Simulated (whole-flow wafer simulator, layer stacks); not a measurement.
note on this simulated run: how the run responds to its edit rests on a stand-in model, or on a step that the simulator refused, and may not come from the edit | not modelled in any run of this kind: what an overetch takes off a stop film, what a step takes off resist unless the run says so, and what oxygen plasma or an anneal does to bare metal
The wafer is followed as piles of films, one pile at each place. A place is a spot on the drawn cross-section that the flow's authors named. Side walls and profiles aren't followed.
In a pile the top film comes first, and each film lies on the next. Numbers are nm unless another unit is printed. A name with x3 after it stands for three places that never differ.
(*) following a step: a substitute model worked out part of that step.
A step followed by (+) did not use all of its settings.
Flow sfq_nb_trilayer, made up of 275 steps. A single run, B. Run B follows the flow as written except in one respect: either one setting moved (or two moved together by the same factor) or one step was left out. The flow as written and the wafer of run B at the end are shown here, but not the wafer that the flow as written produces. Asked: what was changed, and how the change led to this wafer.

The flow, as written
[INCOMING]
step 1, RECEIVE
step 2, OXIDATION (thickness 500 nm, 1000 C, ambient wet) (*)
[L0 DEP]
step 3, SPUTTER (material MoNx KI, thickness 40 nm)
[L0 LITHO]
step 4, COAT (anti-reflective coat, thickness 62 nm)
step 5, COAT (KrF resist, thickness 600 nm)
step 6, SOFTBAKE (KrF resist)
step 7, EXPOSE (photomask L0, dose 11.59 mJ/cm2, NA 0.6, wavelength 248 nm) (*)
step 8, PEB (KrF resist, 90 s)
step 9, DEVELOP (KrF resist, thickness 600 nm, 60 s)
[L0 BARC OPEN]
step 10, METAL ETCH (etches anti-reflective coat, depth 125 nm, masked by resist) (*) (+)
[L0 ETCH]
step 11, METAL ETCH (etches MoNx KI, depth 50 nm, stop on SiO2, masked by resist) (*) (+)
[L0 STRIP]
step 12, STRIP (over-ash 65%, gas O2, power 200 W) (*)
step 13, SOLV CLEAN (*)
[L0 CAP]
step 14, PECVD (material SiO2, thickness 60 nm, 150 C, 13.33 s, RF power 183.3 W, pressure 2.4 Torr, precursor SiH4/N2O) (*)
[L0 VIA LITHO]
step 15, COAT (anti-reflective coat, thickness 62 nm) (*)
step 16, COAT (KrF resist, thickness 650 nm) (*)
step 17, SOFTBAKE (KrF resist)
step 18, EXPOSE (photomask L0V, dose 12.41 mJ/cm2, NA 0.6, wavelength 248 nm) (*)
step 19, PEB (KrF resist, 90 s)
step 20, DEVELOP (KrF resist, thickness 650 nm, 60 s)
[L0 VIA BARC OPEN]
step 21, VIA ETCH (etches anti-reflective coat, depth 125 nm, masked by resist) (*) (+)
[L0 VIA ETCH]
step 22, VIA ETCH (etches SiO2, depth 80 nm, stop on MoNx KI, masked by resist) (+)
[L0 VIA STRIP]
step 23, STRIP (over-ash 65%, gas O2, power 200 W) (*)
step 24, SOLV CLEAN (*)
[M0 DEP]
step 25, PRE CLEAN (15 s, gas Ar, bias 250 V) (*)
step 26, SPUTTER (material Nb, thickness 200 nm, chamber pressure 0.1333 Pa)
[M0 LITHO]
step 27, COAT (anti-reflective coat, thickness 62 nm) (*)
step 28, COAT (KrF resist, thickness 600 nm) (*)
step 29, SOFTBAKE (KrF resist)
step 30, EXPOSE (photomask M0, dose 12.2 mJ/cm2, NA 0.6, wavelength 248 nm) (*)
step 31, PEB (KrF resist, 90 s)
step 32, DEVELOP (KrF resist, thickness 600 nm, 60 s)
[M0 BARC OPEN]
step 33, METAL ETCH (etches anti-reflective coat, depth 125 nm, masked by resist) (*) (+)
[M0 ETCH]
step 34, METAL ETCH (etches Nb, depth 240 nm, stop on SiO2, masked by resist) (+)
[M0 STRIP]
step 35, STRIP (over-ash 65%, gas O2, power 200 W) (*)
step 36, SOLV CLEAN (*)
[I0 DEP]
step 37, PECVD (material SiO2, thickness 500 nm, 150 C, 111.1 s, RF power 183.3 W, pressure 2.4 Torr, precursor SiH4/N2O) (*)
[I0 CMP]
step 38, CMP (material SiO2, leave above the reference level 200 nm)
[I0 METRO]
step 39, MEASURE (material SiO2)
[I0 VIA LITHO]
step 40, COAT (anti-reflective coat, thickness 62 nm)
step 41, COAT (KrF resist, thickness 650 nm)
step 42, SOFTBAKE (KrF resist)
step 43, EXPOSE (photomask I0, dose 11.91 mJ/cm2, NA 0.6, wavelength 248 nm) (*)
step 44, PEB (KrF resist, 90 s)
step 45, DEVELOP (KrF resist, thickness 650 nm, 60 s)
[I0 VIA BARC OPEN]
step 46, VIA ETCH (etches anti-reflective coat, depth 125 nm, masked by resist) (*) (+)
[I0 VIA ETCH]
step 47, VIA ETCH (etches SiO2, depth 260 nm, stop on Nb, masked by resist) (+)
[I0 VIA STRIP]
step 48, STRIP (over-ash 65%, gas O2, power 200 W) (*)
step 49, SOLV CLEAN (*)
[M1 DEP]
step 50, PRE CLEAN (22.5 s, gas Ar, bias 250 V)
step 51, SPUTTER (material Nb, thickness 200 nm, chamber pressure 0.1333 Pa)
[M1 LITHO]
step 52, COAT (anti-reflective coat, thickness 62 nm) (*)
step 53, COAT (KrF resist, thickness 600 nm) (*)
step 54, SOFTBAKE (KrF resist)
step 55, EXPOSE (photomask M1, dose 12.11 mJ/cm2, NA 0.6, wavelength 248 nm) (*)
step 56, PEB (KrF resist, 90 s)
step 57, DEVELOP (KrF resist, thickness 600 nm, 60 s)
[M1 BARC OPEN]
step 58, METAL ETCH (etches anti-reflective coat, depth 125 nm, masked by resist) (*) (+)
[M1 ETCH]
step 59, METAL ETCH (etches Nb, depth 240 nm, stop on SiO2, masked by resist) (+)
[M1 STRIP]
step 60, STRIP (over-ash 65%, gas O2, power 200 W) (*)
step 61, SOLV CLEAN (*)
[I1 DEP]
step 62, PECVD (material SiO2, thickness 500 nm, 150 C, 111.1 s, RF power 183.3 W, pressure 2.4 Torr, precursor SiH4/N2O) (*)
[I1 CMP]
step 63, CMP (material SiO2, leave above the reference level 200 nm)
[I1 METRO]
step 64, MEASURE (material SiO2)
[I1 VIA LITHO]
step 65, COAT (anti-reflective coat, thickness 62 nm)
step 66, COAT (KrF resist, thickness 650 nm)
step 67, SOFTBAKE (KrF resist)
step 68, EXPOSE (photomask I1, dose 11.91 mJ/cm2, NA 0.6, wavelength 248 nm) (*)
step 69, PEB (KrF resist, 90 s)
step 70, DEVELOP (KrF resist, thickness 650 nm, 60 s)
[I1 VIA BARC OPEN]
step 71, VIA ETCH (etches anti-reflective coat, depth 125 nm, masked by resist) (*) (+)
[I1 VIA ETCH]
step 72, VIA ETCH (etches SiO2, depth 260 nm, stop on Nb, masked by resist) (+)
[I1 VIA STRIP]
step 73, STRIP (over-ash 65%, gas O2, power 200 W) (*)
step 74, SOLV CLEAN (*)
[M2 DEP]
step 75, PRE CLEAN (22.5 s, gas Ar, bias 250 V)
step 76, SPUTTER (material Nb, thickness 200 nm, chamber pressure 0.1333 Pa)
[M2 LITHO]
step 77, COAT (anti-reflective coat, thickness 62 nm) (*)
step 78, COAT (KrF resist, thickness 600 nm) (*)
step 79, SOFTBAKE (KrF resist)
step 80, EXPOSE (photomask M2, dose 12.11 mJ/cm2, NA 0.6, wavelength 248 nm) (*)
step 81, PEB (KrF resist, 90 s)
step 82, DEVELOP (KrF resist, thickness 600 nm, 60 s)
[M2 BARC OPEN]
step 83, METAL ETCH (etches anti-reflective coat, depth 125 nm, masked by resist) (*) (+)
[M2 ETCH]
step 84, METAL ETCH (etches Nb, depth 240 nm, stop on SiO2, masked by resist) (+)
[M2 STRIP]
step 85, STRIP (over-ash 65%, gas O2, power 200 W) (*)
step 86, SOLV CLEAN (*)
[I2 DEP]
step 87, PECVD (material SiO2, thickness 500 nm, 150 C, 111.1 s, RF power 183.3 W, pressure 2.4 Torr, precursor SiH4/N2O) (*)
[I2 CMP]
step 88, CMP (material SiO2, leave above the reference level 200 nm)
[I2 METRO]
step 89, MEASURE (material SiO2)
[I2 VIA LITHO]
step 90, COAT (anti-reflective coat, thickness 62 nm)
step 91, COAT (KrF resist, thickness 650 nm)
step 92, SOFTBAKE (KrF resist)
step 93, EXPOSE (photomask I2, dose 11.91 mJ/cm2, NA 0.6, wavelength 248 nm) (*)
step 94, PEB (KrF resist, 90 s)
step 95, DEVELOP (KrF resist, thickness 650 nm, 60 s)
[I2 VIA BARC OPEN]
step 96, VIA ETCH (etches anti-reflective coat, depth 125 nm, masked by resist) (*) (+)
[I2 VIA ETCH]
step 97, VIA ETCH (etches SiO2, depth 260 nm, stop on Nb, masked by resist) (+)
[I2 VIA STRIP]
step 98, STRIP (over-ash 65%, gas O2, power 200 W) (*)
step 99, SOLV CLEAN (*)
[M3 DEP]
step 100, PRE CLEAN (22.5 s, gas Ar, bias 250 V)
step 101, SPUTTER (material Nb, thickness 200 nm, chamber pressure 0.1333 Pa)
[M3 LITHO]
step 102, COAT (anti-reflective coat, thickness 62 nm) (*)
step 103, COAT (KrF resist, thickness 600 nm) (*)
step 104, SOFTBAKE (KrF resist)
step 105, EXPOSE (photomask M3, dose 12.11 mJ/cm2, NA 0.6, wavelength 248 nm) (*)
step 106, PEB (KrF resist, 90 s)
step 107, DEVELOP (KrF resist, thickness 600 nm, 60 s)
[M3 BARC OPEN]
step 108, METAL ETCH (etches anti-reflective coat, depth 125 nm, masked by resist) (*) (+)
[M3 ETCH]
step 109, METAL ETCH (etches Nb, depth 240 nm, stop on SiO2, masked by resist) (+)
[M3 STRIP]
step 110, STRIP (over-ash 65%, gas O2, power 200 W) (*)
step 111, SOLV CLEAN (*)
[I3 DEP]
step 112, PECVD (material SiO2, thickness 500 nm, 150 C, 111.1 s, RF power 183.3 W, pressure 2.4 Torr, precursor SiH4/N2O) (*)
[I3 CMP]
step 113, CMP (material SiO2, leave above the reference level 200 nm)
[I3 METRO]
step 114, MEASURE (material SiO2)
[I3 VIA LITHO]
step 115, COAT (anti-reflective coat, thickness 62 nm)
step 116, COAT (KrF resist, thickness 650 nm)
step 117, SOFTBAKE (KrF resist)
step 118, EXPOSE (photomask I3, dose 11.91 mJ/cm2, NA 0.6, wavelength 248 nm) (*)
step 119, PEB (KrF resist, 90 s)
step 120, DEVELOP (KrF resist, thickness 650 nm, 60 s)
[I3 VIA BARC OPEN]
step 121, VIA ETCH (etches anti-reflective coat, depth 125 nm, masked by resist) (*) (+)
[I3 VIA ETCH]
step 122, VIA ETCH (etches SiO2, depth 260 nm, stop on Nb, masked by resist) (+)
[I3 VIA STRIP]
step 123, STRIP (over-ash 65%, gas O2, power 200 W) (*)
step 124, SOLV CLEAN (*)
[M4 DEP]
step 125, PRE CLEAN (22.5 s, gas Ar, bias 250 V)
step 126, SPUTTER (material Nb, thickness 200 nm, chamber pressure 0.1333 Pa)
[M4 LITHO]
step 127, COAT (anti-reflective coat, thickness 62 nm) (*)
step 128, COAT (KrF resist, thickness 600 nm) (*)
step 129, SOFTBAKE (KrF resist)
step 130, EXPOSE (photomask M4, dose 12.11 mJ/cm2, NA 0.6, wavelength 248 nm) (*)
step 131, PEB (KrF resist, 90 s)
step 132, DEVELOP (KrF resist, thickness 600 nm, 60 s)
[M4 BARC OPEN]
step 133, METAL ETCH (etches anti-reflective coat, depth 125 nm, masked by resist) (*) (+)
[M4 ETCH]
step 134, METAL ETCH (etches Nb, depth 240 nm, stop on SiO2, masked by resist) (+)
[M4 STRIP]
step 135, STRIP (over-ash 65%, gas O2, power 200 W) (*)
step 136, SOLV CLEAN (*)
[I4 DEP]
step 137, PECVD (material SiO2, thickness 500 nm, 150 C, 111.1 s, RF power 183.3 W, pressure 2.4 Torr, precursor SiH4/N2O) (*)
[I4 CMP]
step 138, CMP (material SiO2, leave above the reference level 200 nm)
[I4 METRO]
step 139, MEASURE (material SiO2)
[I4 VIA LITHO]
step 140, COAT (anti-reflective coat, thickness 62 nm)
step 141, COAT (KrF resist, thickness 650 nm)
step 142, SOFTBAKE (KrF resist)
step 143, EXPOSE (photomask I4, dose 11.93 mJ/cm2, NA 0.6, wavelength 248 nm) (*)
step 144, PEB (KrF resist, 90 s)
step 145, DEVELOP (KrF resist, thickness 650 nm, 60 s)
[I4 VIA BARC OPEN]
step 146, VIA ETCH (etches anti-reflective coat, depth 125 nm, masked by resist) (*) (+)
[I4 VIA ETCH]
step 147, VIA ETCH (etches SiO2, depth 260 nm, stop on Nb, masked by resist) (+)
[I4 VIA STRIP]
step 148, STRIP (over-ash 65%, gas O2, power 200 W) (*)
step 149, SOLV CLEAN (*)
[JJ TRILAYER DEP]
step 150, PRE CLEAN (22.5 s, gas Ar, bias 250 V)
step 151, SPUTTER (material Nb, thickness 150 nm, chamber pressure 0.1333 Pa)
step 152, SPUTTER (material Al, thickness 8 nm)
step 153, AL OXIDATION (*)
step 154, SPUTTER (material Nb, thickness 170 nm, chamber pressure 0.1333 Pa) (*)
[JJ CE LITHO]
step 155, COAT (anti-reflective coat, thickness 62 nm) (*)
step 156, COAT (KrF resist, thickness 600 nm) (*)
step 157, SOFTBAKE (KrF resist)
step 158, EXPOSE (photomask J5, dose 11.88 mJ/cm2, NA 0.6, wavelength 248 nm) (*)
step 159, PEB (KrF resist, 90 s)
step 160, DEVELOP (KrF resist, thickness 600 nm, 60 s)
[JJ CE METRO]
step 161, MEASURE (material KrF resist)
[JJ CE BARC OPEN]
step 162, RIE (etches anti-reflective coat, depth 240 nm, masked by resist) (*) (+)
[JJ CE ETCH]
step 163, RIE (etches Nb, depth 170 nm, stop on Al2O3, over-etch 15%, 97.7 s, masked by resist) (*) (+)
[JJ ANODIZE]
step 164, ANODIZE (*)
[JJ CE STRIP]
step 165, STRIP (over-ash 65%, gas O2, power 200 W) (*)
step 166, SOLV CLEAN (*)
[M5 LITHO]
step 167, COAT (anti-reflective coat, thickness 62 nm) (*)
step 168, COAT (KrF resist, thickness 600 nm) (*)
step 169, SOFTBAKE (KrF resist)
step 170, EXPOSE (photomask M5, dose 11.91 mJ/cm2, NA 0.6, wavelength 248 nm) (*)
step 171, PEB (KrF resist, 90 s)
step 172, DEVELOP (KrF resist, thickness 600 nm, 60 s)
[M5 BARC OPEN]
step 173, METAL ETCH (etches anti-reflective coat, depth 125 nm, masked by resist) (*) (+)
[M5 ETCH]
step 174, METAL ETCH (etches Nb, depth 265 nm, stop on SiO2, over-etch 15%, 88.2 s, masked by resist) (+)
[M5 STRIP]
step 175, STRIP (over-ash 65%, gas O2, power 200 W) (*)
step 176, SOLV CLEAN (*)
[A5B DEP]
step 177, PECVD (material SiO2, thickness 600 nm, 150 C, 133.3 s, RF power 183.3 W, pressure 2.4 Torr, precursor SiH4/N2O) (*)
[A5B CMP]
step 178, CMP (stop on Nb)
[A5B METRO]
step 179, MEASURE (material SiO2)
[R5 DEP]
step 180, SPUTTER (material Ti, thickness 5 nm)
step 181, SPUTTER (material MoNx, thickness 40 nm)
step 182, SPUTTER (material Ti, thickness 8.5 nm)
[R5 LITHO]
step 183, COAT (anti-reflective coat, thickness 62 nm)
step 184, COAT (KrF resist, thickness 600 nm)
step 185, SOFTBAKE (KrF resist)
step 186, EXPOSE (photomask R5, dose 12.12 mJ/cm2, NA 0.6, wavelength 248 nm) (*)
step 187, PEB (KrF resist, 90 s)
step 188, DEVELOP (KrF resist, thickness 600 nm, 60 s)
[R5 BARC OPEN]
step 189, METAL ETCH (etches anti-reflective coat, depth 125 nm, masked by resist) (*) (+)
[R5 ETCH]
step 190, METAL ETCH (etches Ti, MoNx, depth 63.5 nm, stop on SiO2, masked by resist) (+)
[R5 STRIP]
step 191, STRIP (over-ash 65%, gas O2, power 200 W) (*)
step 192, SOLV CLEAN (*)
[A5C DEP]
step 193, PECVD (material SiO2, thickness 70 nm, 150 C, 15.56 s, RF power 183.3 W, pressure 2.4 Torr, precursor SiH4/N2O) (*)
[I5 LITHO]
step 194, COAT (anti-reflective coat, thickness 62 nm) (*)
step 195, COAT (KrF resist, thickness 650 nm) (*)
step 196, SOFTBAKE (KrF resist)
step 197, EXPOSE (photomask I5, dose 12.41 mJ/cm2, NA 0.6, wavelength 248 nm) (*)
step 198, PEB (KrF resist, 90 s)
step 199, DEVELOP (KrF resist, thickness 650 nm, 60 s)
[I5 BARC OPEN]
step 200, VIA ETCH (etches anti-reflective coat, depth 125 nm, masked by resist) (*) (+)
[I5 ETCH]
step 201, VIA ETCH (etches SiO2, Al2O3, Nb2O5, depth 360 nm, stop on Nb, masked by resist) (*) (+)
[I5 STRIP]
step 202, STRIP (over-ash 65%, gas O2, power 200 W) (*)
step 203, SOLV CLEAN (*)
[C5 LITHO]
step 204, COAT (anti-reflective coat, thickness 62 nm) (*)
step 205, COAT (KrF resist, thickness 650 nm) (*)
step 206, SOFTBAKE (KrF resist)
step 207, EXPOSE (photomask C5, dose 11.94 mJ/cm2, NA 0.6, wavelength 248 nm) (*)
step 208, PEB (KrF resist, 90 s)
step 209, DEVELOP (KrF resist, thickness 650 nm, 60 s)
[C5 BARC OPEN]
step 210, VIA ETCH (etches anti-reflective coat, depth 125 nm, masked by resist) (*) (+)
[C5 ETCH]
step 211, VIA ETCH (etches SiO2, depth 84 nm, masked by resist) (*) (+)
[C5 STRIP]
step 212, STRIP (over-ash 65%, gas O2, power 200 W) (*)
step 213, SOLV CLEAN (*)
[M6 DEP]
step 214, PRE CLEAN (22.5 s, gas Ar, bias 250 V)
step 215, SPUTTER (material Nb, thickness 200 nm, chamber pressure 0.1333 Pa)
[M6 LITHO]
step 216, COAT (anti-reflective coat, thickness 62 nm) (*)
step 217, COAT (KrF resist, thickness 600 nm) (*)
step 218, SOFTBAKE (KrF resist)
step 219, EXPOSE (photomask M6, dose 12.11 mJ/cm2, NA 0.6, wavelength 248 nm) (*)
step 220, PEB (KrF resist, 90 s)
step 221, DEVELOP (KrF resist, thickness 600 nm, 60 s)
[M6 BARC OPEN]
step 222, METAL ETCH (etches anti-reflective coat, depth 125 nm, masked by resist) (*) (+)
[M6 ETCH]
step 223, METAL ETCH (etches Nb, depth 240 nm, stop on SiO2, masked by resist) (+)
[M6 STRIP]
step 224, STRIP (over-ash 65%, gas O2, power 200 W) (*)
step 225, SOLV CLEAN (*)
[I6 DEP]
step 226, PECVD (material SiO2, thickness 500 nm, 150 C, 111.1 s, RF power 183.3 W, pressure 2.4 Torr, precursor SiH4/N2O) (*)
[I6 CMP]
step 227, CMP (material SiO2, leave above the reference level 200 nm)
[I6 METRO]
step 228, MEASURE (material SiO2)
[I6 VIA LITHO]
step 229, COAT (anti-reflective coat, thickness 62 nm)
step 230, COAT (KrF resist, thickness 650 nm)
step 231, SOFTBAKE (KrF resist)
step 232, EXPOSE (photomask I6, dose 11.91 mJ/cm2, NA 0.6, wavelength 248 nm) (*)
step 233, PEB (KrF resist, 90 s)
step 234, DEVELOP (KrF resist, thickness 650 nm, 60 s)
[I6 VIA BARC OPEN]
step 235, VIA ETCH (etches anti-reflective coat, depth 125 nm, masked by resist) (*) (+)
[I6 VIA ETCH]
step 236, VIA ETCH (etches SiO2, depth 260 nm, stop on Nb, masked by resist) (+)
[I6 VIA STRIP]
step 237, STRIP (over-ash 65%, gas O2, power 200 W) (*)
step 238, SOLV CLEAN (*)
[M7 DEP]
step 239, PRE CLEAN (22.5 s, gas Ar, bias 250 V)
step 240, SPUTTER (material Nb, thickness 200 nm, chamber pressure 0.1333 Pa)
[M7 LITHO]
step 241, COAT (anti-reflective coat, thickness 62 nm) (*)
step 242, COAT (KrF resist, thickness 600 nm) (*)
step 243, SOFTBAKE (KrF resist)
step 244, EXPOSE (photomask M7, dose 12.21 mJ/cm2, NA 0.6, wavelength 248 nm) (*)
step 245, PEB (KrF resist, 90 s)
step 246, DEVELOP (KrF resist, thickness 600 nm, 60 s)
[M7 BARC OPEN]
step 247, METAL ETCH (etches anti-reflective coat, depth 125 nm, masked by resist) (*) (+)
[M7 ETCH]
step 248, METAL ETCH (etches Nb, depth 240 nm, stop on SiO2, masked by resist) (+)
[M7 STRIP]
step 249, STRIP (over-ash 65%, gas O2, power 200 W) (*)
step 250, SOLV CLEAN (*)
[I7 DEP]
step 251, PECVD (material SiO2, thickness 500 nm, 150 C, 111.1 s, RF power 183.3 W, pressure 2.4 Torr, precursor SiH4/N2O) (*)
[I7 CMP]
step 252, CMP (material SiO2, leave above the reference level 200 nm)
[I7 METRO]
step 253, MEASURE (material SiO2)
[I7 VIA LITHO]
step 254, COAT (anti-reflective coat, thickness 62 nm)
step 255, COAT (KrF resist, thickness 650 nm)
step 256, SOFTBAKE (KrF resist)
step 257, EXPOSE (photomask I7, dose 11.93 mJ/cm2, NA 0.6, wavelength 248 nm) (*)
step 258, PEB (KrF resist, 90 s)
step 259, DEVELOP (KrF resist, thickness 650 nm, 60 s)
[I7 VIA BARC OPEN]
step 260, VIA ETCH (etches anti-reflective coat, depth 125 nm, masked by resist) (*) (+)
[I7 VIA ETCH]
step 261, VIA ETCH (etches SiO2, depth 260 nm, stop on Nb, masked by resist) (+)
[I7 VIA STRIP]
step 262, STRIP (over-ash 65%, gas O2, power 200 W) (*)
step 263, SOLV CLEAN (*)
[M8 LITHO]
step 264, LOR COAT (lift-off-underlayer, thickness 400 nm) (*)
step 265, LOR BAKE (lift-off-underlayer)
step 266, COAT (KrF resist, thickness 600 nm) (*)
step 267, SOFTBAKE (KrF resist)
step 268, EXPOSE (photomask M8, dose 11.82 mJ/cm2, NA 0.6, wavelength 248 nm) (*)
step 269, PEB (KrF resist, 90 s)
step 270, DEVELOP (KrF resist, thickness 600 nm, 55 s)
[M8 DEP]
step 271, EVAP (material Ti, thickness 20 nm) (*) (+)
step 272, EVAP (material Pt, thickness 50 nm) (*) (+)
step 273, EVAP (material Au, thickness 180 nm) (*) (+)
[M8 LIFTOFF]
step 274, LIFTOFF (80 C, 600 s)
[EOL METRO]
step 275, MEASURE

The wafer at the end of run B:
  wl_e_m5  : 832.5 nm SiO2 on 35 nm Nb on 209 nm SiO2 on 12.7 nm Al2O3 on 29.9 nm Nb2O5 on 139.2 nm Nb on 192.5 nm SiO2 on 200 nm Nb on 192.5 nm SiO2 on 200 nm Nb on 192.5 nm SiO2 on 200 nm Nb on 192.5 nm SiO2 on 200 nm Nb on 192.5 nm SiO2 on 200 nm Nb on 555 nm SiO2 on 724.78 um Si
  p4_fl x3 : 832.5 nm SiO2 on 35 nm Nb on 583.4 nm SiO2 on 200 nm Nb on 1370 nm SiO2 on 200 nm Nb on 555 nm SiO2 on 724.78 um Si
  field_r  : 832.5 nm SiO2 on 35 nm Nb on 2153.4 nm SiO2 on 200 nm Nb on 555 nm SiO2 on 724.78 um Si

What caused this: step 215, SPUTTER: thickness 275 nm was run, whereas the flow has thickness 200 nm.

Step by step, how the change led to this:
  step 215, SPUTTER (material Nb, thickness 200 nm, chamber pressure 0.1333 Pa)
      field_l, v_sur, via_wl and 100 more: +275 Nb (new film) (as written it would have been: +200 Nb (new film))
      be: +201.5 Nb (as written it would have been: +147.3 Nb)
      (and at 2 other places as well)
  step 216, COAT (anti-reflective coat, thickness 62 nm) (*)
      be: +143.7 anti-reflective coat (new film) (as written it would have been: +136.7 anti-reflective coat (new film))
      c5j: +113 anti-reflective coat (new film) (as written it would have been: +110.7 anti-reflective coat (new film))
  step 223, METAL ETCH (etches Nb, depth 240 nm, stop on SiO2, masked by resist) (+)
      field_l, gap, moat and 76 more: -240 Nb (as written it would have been: -200 Nb (all of it))
  step 224, STRIP (over-ash 65%, gas O2, power 200 W) (*)
      be: -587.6 KrF resist (all of it), -143.7 anti-reflective coat (all of it) (as written it would have been: -575.8 KrF resist (all of it), -136.7 anti-reflective coat (all of it))
      c5j: -417.2 KrF resist (all of it), -113 anti-reflective coat (all of it) (as written it would have been: -418.3 KrF resist (all of it), -110.7 anti-reflective coat (all of it))
  step 226, PECVD (material SiO2, thickness 500 nm, 150 C, 111.1 s, RF power 183.3 W, pressure 2.4 Torr, precursor SiH4/N2O) (*)
      field_l, p4_fl x3, p4_w1 x9 and 52 more: +500 SiO2 (new film) (as written it would have been: +500 SiO2)
      moat, field_r, lsp_l, ln_m5, lsp_m: +492.3 SiO2 (new film) (as written it would have been: +493.6 SiO2)
      (and at 10 other places as well)
  step 227, CMP (material SiO2, leave above the reference level 200 nm)
      field_l, p4_fl x3, p4_w1 x9 and 49 more: -60 SiO2 (as written it would have been: -100 SiO2)
      moat, field_r, lsp_l, ln_m5, lsp_m: -52.3 SiO2 (as written it would have been: -93.6 SiO2)
      (and at 9 other places as well)
With metal films that touch counted as one body, wl_e_m5 has 7 bodies (between them, from the top down: SiO2 209 / Al2O3 12.7 / Nb2O5 29.9; SiO2 192.5; SiO2 192.5; SiO2 192.5; SiO2 192.5; SiO2 192.5); the flow as written gives 6 bodies (between them, from the top down: SiO2 192.5; SiO2 192.5; SiO2 192.5; SiO2 192.5; SiO2 192.5).
With metal films that touch counted as one body, p4_fl x3 has 3 bodies (between them, from the top down: SiO2 583.4; SiO2 1370); the flow as written gives 2 bodies (between them, from the top down: SiO2 1370).
With metal films that touch counted as one body, field_r has 2 bodies (between them, from the top down: SiO2 2153.4); the flow as written gives 1 body.
